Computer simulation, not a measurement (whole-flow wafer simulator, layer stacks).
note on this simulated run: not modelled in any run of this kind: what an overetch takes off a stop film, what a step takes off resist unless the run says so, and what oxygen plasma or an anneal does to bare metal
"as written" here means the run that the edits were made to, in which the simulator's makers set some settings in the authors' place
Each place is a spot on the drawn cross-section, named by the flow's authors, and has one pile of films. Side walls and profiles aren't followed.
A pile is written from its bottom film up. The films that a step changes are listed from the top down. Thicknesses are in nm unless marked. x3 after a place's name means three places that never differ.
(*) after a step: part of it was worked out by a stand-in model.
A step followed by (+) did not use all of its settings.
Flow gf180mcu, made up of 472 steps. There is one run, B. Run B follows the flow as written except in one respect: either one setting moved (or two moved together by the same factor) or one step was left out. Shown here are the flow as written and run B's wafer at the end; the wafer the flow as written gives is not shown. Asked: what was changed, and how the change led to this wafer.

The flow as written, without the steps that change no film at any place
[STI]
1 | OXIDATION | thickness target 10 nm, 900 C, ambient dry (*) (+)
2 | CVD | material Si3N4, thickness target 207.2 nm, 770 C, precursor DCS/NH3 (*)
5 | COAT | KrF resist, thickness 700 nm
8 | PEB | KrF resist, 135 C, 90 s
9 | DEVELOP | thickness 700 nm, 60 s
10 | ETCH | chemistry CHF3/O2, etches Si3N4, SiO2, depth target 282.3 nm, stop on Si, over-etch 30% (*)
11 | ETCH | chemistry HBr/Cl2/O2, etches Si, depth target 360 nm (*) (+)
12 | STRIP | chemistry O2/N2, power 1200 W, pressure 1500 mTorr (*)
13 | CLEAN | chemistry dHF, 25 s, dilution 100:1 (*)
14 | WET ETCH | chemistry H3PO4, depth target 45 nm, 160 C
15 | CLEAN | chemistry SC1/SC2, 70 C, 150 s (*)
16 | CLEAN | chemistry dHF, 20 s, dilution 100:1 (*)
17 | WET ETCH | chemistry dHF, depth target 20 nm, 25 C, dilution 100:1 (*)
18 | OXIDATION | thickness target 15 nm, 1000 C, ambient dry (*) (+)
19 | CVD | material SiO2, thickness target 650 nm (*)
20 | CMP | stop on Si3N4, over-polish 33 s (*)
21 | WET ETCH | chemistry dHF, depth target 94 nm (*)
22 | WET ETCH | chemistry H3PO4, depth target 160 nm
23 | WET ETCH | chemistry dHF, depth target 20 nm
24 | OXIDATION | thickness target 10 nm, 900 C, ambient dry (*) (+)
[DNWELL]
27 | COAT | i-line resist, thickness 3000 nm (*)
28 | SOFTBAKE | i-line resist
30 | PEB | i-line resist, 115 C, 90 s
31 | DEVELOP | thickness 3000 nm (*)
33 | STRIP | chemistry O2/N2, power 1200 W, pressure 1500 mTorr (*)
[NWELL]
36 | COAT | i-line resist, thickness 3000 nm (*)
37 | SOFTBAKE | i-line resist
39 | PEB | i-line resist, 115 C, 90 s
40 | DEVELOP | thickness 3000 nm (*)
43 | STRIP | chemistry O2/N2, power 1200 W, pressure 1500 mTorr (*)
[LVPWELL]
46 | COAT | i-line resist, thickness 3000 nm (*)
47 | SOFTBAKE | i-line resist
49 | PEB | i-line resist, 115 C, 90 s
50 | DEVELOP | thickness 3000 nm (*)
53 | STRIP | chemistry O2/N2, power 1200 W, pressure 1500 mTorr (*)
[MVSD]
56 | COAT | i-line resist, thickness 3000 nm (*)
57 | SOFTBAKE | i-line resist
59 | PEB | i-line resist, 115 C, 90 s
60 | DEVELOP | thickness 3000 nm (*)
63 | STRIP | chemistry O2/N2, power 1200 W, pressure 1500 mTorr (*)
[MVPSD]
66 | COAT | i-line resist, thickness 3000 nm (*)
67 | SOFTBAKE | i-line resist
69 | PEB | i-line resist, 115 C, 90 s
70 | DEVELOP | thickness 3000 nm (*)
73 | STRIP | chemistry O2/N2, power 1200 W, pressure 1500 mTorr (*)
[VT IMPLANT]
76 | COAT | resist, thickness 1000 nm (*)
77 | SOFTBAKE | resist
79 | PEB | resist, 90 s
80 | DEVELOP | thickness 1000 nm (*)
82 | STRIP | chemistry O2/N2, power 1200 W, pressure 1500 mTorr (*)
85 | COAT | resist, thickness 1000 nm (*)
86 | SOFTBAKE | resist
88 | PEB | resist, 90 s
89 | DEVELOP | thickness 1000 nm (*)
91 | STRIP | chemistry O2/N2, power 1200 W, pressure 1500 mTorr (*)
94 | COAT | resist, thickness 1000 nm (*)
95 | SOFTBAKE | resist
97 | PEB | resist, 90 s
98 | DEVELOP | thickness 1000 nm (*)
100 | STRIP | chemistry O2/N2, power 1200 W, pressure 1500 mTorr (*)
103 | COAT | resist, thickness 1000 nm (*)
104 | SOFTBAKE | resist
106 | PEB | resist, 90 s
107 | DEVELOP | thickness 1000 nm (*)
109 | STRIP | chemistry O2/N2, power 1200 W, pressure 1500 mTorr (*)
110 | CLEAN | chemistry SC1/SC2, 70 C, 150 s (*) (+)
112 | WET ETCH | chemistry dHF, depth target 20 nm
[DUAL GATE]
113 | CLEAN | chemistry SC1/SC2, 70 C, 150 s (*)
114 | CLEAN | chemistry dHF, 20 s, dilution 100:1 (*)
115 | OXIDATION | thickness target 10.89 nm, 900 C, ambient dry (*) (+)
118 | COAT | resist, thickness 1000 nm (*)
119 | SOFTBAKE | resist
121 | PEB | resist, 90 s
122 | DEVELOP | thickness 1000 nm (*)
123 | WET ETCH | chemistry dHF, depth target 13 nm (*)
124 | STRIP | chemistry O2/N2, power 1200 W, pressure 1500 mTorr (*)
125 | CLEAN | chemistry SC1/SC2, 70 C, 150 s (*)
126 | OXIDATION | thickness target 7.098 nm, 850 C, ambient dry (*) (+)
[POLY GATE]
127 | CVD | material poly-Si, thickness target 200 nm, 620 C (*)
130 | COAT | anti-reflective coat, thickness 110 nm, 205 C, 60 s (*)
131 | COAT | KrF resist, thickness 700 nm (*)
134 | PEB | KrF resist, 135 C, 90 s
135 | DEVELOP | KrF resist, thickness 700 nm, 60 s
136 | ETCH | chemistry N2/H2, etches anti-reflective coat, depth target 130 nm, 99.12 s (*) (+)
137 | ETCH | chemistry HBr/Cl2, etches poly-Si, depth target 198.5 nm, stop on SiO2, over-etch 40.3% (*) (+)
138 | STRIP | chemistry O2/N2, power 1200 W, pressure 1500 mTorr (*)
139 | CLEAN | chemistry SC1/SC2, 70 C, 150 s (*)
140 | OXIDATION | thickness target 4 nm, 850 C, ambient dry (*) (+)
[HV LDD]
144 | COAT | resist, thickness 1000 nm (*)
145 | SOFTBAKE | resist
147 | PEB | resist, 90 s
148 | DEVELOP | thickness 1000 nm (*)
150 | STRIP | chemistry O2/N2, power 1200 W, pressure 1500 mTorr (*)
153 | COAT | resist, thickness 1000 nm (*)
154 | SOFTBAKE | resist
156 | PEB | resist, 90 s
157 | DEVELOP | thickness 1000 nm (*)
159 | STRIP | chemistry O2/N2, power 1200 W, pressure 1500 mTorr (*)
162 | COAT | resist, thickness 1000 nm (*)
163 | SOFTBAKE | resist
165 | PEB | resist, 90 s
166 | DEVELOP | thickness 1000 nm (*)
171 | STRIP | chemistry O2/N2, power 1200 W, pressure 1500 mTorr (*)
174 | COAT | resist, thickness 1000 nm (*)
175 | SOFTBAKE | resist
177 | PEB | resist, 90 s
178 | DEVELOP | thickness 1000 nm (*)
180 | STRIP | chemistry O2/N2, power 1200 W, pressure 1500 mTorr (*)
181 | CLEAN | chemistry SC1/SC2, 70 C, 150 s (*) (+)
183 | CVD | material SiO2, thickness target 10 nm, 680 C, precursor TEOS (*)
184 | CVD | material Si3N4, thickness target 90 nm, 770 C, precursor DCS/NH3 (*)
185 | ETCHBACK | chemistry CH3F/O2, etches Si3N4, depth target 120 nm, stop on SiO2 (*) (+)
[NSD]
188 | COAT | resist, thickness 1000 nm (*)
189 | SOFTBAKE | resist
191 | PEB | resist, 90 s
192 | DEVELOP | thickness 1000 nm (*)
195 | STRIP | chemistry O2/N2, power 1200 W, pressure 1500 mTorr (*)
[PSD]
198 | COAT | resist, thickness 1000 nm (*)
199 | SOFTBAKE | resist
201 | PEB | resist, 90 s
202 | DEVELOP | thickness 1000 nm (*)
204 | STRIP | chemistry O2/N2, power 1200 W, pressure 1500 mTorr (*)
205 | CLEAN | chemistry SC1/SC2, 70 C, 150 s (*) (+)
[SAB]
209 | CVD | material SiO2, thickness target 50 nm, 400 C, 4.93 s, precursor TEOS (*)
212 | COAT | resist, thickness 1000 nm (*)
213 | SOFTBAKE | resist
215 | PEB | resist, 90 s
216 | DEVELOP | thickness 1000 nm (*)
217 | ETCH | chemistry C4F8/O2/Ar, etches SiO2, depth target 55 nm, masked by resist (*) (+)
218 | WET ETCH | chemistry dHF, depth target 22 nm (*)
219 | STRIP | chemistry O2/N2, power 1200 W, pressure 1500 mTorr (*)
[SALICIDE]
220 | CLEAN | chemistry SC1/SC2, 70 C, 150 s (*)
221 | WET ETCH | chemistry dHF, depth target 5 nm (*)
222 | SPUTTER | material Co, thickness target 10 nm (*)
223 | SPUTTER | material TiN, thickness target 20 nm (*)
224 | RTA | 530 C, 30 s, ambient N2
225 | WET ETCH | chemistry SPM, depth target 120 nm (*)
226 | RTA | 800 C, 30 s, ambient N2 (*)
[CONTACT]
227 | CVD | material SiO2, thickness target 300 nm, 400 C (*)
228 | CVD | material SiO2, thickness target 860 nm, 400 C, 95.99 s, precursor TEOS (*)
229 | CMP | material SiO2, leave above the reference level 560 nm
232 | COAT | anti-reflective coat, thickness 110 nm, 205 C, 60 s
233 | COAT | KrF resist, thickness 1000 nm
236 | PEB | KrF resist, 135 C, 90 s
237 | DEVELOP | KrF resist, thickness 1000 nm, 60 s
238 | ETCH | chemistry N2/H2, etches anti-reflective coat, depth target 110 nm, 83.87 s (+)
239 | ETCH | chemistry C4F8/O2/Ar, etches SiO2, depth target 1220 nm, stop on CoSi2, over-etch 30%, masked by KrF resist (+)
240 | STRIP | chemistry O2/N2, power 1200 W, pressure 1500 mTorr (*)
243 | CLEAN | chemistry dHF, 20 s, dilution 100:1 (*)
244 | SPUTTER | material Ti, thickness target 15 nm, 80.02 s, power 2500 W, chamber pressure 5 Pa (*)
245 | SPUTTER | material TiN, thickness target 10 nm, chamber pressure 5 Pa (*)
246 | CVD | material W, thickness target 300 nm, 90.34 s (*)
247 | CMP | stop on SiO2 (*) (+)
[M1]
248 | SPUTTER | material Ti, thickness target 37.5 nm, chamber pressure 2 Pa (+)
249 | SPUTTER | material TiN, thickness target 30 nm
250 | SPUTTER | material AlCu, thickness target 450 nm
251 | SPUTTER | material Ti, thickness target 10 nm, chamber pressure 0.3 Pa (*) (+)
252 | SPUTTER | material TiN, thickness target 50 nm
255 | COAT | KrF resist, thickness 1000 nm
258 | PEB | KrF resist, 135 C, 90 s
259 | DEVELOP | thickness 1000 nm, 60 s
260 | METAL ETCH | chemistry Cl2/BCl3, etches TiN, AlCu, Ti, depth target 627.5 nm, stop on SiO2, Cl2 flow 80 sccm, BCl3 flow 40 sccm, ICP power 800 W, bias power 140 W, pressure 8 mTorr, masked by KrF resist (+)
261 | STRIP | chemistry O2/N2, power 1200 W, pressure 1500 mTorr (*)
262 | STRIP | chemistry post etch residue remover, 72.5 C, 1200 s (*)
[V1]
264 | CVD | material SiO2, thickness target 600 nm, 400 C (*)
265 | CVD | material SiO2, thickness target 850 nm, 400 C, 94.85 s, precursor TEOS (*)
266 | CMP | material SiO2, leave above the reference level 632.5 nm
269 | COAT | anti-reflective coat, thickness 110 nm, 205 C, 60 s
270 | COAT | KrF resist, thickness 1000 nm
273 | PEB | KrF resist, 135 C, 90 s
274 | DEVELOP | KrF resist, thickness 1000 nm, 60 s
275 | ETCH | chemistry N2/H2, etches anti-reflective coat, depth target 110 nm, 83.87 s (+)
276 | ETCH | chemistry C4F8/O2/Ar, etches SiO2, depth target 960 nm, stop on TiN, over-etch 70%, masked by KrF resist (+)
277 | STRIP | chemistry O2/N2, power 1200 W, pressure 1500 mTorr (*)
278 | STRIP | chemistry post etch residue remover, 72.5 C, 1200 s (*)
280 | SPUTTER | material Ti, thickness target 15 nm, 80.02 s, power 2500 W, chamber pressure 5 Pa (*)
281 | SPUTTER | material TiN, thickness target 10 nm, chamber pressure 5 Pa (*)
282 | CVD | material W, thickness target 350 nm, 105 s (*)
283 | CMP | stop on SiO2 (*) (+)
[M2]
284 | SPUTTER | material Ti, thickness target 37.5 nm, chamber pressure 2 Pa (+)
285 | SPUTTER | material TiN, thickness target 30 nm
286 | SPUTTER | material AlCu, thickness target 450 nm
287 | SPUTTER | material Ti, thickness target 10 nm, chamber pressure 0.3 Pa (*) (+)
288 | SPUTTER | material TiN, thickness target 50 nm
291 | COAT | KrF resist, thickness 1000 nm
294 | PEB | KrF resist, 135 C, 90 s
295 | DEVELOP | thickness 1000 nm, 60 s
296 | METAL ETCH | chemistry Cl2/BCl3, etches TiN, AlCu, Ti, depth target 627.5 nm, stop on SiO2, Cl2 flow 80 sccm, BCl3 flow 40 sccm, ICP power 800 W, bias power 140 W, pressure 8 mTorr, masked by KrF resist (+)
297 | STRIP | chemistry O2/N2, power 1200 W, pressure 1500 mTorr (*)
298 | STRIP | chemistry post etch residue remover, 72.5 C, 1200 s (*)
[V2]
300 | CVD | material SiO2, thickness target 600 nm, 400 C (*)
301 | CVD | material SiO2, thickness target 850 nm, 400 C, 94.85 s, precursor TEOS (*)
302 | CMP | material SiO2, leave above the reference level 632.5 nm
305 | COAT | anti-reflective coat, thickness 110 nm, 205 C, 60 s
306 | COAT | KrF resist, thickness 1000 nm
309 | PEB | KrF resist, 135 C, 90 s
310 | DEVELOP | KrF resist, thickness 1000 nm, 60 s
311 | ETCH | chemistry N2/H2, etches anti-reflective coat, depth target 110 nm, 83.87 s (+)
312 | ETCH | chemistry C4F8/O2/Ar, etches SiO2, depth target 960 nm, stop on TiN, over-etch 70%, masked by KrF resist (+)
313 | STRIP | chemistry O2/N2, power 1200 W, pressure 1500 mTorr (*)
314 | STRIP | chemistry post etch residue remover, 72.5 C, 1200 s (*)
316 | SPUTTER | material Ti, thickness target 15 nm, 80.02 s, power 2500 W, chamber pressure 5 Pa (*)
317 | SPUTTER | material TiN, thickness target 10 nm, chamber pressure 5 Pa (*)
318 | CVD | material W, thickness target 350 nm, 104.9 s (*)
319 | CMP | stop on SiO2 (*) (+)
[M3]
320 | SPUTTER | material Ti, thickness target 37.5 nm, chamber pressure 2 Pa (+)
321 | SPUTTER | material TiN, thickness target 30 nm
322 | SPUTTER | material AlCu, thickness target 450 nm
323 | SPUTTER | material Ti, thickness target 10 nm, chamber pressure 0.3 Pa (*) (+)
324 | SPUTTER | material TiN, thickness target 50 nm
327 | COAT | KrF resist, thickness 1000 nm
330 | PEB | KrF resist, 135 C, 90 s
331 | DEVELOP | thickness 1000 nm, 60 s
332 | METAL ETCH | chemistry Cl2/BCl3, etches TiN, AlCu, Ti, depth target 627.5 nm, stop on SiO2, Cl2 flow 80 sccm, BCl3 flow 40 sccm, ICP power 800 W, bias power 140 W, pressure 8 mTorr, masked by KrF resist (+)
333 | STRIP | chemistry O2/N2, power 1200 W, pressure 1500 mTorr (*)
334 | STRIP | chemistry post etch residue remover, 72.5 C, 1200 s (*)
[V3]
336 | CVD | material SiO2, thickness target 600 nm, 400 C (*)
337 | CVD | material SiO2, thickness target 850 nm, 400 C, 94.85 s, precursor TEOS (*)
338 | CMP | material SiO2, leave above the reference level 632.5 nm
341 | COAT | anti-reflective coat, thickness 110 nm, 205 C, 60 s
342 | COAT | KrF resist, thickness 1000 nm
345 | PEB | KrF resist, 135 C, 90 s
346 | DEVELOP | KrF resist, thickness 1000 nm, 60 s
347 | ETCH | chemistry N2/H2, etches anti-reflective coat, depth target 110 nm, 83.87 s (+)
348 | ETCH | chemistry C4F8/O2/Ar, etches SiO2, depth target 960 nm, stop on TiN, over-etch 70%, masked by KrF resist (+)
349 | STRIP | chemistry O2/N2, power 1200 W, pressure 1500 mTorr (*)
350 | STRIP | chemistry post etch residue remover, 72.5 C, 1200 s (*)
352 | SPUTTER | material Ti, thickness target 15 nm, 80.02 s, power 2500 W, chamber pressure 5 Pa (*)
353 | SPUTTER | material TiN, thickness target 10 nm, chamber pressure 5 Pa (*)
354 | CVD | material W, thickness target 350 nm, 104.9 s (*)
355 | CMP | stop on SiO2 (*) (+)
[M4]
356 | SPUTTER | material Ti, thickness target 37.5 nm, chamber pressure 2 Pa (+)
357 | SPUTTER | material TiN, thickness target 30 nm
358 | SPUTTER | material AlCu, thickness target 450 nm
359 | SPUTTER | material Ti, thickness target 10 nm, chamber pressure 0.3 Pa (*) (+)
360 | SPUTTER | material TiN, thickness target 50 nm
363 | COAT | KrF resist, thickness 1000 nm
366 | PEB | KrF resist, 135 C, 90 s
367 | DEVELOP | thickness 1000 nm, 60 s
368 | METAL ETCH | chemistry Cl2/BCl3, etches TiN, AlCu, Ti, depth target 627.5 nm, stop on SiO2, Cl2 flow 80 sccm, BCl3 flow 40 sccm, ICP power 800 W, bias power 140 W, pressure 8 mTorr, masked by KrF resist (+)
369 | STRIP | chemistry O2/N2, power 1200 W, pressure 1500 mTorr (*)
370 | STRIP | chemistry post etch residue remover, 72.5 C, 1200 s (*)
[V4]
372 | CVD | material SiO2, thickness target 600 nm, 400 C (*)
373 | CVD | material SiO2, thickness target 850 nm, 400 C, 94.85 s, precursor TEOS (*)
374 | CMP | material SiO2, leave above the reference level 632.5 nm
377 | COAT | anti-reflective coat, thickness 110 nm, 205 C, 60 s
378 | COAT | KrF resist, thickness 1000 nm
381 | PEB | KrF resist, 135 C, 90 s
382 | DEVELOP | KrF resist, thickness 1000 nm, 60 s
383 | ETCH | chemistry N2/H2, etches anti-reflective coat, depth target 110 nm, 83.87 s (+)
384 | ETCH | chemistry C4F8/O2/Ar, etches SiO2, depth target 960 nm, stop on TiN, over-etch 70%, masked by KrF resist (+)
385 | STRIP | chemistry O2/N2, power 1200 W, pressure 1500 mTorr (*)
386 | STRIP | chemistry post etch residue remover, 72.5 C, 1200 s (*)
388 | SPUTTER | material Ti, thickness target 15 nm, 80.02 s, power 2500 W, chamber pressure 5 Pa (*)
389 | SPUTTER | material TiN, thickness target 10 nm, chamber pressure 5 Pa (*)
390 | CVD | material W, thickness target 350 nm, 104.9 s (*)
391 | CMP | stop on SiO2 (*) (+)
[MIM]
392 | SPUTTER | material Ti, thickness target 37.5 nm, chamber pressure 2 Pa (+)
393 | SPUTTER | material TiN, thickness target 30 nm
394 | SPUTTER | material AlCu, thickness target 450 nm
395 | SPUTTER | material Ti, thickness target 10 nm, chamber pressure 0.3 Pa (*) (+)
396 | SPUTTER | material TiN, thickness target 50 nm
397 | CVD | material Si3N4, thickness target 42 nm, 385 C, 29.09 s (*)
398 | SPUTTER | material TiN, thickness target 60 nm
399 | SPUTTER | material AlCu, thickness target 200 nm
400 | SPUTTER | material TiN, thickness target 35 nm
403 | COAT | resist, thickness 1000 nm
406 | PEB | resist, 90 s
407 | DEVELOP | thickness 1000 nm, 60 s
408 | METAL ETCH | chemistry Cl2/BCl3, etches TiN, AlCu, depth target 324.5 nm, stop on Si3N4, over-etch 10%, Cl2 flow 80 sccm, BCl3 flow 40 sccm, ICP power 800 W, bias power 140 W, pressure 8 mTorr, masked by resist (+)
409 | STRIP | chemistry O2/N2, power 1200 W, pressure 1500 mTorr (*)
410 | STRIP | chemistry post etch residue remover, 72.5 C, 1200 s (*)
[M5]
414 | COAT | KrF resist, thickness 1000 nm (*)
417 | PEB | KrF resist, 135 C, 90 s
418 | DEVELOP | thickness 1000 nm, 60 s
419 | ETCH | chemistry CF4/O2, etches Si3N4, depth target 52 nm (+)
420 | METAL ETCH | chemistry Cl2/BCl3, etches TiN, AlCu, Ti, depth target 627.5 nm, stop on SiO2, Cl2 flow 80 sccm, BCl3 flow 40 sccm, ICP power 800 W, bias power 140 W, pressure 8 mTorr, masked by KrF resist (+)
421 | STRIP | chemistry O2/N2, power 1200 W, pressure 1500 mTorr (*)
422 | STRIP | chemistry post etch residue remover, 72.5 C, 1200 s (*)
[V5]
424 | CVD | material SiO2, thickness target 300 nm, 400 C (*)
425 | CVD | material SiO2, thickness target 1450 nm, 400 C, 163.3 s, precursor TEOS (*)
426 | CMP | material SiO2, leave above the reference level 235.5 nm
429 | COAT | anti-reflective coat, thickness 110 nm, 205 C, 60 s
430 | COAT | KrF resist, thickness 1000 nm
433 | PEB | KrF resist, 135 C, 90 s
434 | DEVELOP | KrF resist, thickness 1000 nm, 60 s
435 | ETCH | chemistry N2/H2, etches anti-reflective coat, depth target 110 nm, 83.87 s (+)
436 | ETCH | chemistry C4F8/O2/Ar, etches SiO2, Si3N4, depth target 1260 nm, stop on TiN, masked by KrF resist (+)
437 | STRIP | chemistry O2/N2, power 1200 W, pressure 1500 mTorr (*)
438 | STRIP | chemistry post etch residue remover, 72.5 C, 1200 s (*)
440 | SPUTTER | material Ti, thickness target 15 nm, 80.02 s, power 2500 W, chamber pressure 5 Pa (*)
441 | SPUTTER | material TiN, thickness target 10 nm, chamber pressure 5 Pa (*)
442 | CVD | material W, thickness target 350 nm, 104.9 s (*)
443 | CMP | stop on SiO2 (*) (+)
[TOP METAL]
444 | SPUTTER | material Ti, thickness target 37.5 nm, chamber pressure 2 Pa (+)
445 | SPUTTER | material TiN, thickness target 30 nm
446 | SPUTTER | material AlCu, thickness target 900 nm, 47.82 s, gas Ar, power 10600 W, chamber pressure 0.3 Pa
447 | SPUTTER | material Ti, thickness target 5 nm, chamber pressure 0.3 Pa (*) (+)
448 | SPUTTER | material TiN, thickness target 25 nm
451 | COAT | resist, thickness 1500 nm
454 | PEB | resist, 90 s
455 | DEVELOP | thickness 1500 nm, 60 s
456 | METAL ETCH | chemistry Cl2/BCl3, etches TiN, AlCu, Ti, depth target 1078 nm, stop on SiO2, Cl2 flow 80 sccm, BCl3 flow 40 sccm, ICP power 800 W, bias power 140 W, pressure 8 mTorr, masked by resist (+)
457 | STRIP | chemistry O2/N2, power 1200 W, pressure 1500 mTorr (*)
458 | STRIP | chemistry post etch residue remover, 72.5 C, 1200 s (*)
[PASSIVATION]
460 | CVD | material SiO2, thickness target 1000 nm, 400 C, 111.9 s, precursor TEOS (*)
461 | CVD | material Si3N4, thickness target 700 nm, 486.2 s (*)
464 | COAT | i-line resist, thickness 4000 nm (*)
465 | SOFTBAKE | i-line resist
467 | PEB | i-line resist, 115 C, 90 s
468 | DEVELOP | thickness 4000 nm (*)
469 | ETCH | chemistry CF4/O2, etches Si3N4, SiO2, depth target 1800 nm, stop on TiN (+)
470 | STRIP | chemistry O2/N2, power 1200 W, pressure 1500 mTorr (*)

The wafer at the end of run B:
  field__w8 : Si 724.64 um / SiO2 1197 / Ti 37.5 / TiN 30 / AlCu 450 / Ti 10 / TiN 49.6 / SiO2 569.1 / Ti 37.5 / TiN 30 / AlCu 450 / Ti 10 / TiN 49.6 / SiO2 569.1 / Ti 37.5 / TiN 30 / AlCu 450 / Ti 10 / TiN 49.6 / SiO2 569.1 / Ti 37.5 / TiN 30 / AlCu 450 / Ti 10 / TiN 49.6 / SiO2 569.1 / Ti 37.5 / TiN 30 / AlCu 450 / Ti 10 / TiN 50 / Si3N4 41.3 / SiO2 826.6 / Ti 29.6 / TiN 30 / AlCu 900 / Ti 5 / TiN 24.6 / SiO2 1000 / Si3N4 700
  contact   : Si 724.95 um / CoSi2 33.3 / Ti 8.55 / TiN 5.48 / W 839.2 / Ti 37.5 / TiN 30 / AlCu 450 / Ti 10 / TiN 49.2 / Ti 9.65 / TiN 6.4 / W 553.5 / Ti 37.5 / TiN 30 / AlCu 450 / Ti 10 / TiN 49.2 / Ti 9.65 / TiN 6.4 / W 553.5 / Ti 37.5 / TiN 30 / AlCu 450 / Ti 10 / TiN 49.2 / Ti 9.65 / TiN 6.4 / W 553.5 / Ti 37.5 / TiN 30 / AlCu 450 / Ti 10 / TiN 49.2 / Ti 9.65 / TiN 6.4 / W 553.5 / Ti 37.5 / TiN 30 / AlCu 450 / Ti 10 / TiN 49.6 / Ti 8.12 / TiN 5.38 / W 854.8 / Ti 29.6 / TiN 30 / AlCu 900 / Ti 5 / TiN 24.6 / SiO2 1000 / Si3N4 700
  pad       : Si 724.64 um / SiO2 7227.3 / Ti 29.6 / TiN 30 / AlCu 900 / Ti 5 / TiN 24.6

The reason: step 444, SPUTTER: thickness target 29.6 nm was run, while the flow as written has thickness target 37.5 nm.
One can read it off the wafer: field__w8 has Ti 29.6, and step 444 as written asks for 37.5 nm.

How this came from the change, step by step:
  444 | SPUTTER | material Ti, thickness target 37.5 nm, chamber pressure 2 Pa (+)
      field, field__w1, field__w2 and 109 more: +29.6 Ti (new film) (in the flow as written it would be: +37.5 Ti (new film))
  456 | METAL ETCH | chemistry Cl2/BCl3, etches TiN, AlCu, Ti, depth target 1078 nm, stop on SiO2, Cl2 flow 80 sccm, BCl3 flow 40 sccm, ICP power 800 W, bias power 140 W, pressure 8 mTorr, masked by resist (+)
      field, field__w1, field__w2 and 103 more: -25 TiN (all of it), -5 Ti (all of it), -900 AlCu (all of it), -30 TiN (all of it), -29.6 Ti (all of it) (in the flow as written it would be: -25 TiN (all of it), -5 Ti (all of it), -900 AlCu (all of it), -30 TiN (all of it), -37.5 Ti (all of it))
